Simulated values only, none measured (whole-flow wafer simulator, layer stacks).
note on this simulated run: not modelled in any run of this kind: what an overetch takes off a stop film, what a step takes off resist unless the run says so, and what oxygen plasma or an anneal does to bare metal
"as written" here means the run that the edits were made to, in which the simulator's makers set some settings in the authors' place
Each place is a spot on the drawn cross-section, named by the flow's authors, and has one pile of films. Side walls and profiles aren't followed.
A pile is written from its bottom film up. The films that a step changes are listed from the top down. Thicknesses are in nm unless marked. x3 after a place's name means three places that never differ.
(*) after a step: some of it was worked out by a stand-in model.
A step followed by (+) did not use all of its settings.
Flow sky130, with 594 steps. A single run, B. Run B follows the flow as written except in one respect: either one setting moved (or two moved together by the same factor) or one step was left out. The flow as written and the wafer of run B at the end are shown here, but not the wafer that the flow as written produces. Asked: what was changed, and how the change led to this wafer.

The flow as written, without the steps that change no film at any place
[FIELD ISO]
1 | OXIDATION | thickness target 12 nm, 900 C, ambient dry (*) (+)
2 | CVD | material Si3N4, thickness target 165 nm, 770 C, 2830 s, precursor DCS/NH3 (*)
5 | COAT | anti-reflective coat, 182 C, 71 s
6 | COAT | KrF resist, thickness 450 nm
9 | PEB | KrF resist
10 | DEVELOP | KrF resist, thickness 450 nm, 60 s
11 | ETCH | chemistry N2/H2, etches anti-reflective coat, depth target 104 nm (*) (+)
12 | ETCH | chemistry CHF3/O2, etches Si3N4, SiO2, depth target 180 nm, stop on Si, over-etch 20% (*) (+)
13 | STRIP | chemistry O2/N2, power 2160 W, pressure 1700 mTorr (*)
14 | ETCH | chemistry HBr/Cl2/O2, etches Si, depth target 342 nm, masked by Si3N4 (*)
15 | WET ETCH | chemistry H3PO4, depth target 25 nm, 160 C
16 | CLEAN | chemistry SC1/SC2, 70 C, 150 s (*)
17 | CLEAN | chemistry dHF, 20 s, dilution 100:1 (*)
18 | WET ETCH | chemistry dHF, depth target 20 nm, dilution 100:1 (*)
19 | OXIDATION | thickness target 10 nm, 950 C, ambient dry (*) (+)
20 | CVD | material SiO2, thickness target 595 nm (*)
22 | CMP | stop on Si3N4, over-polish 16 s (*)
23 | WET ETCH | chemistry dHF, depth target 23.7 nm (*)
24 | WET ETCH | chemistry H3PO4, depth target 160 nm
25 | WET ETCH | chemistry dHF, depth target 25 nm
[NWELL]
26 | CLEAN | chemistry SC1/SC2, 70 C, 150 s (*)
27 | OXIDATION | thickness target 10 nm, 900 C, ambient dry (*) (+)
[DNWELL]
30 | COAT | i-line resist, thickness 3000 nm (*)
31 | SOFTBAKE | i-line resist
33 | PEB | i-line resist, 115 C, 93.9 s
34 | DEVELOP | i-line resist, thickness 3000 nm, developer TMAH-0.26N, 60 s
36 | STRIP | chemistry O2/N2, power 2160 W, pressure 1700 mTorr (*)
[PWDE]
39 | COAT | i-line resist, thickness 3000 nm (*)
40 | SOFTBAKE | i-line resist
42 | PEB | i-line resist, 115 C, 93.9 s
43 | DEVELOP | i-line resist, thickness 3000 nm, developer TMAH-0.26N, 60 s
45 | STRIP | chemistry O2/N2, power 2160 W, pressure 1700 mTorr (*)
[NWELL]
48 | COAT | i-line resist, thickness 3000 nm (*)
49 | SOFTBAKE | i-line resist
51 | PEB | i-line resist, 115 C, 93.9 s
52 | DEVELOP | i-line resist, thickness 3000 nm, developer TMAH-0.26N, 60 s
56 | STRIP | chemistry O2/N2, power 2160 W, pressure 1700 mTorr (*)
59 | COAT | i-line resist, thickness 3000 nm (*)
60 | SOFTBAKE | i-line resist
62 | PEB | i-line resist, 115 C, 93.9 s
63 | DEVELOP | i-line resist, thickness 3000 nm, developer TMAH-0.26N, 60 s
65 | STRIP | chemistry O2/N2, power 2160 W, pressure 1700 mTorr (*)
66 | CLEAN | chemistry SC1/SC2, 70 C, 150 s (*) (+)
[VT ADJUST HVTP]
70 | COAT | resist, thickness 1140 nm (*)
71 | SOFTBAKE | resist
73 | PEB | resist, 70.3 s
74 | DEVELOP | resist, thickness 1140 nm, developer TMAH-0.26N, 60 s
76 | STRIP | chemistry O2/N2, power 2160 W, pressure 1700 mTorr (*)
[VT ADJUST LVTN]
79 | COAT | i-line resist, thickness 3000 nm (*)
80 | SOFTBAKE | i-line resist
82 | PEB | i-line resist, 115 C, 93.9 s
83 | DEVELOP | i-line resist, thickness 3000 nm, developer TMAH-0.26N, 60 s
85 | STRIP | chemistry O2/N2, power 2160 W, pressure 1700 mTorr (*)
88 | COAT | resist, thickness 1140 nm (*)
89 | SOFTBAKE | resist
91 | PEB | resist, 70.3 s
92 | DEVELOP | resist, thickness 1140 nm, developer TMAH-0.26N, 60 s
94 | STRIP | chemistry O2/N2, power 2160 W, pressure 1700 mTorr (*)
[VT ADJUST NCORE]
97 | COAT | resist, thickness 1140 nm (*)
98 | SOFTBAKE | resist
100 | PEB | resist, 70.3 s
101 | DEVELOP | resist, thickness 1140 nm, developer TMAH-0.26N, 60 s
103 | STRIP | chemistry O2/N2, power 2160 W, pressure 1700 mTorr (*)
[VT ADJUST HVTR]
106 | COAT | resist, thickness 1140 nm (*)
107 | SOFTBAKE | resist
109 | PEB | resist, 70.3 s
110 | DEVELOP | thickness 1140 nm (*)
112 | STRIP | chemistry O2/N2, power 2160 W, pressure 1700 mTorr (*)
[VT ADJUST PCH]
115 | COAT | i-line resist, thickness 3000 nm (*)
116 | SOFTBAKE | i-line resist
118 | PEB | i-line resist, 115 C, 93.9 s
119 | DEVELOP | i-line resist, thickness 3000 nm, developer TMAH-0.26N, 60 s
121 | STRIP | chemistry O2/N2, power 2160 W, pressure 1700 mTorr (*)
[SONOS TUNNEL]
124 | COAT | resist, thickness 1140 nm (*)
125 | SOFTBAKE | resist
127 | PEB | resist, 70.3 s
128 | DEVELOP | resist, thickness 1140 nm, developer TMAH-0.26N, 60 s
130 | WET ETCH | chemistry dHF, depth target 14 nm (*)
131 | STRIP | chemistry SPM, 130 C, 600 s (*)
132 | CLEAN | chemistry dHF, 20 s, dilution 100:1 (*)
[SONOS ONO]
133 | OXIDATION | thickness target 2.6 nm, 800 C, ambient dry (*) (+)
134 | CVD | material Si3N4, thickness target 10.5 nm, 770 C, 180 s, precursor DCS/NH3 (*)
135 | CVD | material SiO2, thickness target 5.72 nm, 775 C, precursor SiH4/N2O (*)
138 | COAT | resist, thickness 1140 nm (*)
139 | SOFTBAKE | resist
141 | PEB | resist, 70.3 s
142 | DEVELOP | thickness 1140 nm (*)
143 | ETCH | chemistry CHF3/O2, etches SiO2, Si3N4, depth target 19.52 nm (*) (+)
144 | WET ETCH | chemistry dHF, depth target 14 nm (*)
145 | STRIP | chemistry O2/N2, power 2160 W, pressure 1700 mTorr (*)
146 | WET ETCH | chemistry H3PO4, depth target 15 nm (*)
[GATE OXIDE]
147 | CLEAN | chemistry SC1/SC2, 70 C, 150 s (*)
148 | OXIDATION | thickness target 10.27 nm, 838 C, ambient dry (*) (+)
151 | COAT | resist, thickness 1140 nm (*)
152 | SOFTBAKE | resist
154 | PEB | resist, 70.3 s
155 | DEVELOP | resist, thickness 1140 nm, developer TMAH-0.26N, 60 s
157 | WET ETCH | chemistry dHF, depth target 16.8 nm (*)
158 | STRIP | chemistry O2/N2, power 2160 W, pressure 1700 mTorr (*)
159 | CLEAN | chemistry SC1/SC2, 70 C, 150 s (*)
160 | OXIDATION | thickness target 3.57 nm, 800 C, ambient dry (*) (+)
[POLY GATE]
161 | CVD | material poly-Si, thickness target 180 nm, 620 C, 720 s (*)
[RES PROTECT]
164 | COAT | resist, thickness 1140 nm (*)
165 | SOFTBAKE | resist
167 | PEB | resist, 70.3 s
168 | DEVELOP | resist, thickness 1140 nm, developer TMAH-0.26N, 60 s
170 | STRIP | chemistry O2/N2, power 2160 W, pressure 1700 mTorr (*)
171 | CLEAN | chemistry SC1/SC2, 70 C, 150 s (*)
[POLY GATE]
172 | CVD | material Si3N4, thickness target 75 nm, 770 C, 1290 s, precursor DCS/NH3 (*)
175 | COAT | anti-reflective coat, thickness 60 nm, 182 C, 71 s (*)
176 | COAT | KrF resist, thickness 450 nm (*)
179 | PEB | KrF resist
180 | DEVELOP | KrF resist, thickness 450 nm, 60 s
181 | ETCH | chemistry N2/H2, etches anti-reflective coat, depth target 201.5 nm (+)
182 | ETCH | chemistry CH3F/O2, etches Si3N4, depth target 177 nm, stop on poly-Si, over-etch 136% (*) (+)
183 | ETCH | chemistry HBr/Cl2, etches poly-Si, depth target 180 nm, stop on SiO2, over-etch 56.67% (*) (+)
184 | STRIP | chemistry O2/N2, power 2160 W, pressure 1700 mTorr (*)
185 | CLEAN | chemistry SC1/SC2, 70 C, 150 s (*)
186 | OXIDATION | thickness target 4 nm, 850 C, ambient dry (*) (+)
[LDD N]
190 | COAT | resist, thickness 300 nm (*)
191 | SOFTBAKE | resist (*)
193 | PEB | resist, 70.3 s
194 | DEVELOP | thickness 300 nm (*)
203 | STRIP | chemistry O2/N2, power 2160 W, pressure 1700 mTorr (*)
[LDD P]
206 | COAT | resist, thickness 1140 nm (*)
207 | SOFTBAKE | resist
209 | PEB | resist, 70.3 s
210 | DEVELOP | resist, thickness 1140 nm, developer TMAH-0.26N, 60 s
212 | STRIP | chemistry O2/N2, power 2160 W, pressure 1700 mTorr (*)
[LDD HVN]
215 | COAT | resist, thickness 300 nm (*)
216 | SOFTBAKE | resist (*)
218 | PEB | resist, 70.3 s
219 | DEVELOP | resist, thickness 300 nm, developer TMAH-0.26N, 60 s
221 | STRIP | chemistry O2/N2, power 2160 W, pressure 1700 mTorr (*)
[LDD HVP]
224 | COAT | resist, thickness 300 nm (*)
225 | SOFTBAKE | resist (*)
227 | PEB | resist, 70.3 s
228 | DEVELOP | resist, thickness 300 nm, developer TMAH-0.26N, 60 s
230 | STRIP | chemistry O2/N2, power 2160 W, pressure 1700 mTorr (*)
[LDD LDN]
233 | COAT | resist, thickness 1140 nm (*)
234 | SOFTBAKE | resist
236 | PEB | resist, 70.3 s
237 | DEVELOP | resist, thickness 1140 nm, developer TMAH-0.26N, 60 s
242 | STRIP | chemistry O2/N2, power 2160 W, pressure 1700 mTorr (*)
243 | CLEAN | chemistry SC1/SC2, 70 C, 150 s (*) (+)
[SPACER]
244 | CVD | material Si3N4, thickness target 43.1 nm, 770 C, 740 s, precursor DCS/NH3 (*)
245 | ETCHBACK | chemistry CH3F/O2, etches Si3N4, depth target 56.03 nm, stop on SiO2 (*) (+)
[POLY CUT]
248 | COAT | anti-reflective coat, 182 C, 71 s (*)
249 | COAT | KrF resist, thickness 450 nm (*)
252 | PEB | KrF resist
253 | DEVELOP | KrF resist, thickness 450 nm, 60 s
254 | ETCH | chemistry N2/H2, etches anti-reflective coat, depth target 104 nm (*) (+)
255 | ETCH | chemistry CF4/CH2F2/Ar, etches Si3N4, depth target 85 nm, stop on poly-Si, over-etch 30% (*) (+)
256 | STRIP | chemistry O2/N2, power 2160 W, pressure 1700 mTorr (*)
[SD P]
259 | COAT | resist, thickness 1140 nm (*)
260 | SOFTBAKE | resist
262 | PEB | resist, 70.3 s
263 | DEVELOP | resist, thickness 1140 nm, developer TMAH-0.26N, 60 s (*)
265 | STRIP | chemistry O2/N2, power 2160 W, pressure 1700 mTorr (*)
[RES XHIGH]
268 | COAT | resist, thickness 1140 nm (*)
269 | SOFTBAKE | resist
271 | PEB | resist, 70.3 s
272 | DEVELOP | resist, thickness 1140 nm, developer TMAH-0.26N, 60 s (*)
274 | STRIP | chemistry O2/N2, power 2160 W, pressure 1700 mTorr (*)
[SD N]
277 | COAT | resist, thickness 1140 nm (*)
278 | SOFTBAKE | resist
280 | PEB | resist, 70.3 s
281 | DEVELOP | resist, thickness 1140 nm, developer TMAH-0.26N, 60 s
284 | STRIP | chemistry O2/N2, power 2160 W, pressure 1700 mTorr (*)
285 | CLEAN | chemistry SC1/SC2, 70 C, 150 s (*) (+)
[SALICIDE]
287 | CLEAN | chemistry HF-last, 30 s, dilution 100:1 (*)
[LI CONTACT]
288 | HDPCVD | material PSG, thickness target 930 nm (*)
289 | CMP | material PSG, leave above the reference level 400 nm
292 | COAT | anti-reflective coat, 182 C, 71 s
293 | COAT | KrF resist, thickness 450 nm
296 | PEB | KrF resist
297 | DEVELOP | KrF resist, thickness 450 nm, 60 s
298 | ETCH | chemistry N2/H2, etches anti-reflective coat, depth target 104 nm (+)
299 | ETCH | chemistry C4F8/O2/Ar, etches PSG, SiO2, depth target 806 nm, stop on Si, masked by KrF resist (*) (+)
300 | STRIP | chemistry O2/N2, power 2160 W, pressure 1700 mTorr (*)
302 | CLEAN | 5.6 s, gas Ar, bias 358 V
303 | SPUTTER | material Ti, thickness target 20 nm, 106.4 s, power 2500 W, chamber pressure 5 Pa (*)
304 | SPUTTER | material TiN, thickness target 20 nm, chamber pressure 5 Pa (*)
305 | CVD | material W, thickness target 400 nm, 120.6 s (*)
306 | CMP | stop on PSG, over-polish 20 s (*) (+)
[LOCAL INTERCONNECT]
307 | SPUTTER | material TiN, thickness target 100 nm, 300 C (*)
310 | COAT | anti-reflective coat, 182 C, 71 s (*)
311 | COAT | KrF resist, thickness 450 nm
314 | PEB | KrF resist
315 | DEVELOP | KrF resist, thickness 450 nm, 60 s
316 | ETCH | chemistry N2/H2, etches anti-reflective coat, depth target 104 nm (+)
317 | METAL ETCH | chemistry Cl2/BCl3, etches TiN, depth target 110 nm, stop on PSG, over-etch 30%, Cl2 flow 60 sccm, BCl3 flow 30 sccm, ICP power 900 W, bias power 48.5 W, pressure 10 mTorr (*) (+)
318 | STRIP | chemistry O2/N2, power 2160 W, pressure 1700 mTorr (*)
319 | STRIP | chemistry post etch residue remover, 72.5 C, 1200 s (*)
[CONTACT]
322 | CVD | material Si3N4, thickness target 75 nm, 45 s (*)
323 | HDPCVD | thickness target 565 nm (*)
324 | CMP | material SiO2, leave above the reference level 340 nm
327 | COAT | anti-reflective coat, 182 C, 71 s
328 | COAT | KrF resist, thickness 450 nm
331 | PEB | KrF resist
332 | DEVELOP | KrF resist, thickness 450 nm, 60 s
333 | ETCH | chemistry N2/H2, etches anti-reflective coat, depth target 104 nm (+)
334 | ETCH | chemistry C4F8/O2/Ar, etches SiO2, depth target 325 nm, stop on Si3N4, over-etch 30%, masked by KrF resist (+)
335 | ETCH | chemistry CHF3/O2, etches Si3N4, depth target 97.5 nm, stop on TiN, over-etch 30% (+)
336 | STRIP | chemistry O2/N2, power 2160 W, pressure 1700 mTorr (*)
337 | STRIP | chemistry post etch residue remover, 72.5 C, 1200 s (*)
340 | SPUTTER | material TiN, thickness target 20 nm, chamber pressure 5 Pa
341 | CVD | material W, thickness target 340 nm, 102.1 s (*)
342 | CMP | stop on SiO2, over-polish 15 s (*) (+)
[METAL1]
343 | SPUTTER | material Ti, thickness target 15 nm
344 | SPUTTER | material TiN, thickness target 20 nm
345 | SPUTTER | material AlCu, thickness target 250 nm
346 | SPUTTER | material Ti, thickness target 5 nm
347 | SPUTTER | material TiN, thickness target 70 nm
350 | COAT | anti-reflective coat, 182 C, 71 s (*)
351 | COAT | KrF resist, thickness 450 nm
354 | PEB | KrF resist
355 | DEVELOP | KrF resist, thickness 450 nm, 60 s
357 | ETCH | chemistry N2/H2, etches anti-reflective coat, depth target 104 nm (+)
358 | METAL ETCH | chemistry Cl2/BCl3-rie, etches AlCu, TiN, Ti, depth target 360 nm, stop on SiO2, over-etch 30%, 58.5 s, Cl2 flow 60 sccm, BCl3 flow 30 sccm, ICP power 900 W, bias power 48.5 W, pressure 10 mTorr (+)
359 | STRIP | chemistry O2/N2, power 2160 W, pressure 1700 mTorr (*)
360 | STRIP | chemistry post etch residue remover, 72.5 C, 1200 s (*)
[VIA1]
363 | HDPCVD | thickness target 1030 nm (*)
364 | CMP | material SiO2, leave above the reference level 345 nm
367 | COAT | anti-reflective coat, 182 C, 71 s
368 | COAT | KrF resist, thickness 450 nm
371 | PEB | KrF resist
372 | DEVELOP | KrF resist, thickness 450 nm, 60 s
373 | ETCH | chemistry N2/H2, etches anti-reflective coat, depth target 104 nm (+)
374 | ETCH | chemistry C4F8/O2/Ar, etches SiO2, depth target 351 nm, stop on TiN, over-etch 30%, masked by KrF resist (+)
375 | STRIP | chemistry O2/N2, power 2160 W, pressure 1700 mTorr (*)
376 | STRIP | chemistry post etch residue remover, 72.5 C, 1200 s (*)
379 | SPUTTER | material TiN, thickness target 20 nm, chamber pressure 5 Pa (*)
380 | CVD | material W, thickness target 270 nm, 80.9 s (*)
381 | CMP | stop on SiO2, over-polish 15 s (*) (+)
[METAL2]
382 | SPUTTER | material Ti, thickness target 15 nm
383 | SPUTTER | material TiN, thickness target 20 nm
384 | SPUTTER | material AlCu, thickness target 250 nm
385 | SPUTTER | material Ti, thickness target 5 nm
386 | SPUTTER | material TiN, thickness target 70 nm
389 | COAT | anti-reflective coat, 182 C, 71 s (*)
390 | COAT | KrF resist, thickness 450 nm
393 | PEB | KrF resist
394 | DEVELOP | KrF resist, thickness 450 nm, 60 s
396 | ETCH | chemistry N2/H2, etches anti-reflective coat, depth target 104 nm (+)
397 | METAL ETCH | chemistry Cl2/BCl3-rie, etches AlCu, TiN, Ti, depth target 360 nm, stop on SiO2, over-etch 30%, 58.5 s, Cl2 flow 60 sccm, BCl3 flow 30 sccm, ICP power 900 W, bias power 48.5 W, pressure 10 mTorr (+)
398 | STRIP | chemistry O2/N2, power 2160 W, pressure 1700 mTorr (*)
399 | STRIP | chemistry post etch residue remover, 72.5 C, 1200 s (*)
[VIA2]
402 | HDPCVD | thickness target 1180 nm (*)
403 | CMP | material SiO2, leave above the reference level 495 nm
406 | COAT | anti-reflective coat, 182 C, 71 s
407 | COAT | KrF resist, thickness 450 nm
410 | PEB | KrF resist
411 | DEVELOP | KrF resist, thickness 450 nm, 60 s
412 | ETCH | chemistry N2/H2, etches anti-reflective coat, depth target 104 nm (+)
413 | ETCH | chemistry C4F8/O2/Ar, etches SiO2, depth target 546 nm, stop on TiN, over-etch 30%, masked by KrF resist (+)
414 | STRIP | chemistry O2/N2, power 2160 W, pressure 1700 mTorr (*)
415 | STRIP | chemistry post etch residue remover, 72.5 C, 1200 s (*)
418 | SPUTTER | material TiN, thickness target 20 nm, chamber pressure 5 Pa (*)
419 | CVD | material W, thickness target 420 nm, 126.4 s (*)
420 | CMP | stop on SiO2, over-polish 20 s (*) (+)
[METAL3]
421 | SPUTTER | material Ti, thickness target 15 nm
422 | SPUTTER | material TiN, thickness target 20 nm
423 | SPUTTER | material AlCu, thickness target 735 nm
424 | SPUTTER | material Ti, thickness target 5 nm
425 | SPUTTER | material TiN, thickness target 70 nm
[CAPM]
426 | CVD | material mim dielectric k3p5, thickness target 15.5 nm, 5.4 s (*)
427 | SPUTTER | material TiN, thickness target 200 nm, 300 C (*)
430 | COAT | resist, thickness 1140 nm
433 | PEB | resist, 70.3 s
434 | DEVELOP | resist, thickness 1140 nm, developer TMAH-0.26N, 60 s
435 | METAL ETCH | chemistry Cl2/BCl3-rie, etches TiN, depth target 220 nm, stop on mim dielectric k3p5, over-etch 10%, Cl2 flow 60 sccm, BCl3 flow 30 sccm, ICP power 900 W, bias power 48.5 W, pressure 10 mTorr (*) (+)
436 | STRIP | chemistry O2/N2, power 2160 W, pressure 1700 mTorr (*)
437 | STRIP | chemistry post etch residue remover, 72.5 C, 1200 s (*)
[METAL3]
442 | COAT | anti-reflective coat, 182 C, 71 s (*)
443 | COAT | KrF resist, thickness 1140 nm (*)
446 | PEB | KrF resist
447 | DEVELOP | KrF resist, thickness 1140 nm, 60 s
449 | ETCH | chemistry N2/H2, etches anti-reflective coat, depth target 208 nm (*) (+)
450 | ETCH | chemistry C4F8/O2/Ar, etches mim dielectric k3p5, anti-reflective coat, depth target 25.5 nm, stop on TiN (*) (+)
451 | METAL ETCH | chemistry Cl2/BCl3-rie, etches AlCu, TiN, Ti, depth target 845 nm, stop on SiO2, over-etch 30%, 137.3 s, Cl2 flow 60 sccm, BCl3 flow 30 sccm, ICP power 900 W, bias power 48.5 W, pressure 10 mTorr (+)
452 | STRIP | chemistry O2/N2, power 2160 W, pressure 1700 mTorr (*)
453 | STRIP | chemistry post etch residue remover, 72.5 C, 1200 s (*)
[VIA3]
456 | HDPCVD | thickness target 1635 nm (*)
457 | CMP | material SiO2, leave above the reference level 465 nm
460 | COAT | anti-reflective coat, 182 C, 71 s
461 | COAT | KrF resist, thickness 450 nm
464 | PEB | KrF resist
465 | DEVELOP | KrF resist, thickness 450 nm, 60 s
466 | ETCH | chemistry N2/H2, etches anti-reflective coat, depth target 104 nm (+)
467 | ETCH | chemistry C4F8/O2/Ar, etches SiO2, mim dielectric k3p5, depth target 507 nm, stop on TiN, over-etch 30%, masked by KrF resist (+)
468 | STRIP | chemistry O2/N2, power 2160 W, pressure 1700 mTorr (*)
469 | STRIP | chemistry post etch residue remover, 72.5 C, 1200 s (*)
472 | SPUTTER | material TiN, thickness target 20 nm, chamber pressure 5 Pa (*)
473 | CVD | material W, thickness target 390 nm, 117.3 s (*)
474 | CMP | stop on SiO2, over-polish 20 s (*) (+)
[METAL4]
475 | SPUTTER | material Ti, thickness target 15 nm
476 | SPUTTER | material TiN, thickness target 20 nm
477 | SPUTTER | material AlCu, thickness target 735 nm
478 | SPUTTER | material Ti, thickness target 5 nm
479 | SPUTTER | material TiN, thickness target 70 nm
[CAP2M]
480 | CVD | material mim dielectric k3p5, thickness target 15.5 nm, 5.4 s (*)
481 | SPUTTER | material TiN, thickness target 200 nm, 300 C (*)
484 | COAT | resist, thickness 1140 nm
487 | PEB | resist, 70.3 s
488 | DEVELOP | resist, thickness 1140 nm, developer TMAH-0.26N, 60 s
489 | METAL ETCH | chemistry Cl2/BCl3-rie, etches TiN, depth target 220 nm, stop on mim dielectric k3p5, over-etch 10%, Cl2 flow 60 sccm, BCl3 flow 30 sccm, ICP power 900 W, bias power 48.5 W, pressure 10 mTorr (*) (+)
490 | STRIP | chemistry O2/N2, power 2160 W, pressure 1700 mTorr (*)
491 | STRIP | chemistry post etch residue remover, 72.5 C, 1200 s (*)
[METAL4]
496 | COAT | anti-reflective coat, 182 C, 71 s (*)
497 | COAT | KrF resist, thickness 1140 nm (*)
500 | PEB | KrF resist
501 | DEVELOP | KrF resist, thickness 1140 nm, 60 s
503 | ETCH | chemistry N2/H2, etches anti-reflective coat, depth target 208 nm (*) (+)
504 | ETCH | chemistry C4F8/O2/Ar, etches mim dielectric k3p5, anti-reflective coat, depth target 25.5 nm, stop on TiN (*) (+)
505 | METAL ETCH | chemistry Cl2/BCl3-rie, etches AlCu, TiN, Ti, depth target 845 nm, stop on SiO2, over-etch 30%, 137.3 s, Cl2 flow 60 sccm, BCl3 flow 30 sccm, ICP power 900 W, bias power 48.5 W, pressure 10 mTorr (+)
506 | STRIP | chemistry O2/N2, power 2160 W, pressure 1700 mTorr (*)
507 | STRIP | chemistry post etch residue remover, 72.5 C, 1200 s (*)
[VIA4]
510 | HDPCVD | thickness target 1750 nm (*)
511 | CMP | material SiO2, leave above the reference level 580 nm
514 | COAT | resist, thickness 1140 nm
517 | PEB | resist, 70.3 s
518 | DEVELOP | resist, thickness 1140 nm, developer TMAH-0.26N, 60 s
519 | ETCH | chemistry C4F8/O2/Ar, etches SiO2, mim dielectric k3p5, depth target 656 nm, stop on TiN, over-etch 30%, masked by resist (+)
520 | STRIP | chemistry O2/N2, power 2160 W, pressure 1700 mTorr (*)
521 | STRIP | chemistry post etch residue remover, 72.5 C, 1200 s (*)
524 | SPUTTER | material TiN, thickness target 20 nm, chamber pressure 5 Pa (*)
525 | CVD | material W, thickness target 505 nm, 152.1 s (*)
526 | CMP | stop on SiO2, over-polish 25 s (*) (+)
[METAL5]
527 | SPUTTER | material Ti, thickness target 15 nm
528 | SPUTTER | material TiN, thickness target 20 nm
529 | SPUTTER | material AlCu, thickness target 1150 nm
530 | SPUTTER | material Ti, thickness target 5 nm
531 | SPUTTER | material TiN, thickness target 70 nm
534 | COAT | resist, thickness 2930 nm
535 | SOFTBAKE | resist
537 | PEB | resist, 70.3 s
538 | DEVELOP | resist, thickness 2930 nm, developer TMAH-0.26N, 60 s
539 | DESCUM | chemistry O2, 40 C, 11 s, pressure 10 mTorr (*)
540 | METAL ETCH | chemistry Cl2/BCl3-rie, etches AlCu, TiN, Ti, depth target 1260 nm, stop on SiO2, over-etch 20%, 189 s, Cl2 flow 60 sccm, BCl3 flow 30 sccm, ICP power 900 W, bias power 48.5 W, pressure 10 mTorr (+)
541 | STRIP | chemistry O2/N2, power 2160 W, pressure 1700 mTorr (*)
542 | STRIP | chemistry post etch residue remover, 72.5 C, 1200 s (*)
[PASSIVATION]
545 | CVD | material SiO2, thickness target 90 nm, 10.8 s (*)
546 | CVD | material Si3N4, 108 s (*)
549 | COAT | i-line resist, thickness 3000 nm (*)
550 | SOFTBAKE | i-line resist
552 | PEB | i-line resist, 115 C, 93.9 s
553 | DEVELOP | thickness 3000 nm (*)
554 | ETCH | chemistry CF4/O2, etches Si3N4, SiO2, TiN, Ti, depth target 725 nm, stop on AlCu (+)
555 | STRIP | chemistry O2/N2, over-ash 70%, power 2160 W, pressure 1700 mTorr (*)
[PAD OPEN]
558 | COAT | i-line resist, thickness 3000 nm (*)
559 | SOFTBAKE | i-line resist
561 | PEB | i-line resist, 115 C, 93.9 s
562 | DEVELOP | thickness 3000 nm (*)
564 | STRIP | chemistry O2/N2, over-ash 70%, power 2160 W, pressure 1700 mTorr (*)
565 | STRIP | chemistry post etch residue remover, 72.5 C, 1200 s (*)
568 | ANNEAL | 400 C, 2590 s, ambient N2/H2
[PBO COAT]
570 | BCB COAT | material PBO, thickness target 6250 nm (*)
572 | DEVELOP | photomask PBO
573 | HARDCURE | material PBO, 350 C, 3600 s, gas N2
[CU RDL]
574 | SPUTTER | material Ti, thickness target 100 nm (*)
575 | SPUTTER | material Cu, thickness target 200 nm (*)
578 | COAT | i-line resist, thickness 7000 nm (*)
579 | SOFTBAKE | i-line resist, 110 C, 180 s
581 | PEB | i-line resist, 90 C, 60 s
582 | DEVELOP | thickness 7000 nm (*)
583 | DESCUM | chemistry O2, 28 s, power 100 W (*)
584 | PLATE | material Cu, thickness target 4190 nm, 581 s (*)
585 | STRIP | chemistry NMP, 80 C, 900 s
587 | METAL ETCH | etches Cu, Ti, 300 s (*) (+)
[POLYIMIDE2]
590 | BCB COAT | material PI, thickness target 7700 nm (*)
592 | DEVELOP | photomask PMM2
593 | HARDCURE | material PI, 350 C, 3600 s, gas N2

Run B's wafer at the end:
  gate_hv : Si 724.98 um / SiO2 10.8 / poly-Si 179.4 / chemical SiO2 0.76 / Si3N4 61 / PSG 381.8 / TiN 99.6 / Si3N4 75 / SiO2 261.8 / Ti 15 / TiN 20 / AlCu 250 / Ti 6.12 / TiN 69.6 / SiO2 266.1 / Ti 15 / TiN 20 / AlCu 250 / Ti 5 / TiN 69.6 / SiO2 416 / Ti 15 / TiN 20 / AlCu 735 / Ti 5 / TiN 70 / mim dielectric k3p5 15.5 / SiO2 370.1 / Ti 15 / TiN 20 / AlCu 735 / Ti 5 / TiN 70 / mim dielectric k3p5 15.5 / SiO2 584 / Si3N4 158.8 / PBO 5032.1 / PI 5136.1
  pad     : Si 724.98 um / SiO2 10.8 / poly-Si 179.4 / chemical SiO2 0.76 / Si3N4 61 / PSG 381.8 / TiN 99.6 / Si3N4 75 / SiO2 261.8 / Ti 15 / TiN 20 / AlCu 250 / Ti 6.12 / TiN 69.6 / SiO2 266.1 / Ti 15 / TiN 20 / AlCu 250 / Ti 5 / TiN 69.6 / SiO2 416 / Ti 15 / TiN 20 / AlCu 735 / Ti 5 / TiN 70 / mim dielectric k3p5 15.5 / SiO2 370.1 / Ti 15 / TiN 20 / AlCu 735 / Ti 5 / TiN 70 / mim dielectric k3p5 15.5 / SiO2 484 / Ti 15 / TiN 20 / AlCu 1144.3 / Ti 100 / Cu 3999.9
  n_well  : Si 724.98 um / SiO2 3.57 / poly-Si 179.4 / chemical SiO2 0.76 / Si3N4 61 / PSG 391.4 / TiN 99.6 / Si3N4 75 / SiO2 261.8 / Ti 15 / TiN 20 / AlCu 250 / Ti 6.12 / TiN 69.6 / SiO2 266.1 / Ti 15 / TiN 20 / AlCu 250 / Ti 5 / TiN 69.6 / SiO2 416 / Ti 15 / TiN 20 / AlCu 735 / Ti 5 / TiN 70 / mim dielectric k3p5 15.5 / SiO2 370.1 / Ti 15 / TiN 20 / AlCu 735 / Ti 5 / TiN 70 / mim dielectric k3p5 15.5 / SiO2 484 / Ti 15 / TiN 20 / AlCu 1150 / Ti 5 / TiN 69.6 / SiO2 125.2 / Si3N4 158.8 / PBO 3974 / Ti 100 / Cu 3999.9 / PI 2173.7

What caused this: step 346, SPUTTER: thickness target 6.12 nm was run, whereas the flow has thickness target 5 nm.
The wafer itself shows it: gate_hv has Ti 6.12, and step 346 as written asks for 5 nm.

How this came from the change, step by step:
  346 | SPUTTER | material Ti, thickness target 5 nm
      field, active, n_well and 188 more: +6.12 Ti (new film) (as written it would have been: +5 Ti (new film))
  358 | METAL ETCH | chemistry Cl2/BCl3-rie, etches AlCu, TiN, Ti, depth target 360 nm, stop on SiO2, over-etch 30%, 58.5 s, Cl2 flow 60 sccm, BCl3 flow 30 sccm, ICP power 900 W, bias power 48.5 W, pressure 10 mTorr (+)
      field, active, gate and 81 more: -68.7 TiN (all of it), -6.12 Ti (all of it), -250 AlCu (all of it), -20 TiN (all of it), -15 Ti (all of it), -10.8 SiO2 (as written it would have been: -68.7 TiN (all of it), -5 Ti (all of it), -250 AlCu (all of it), -20 TiN (all of it), -15 Ti (all of it), -10.9 SiO2)
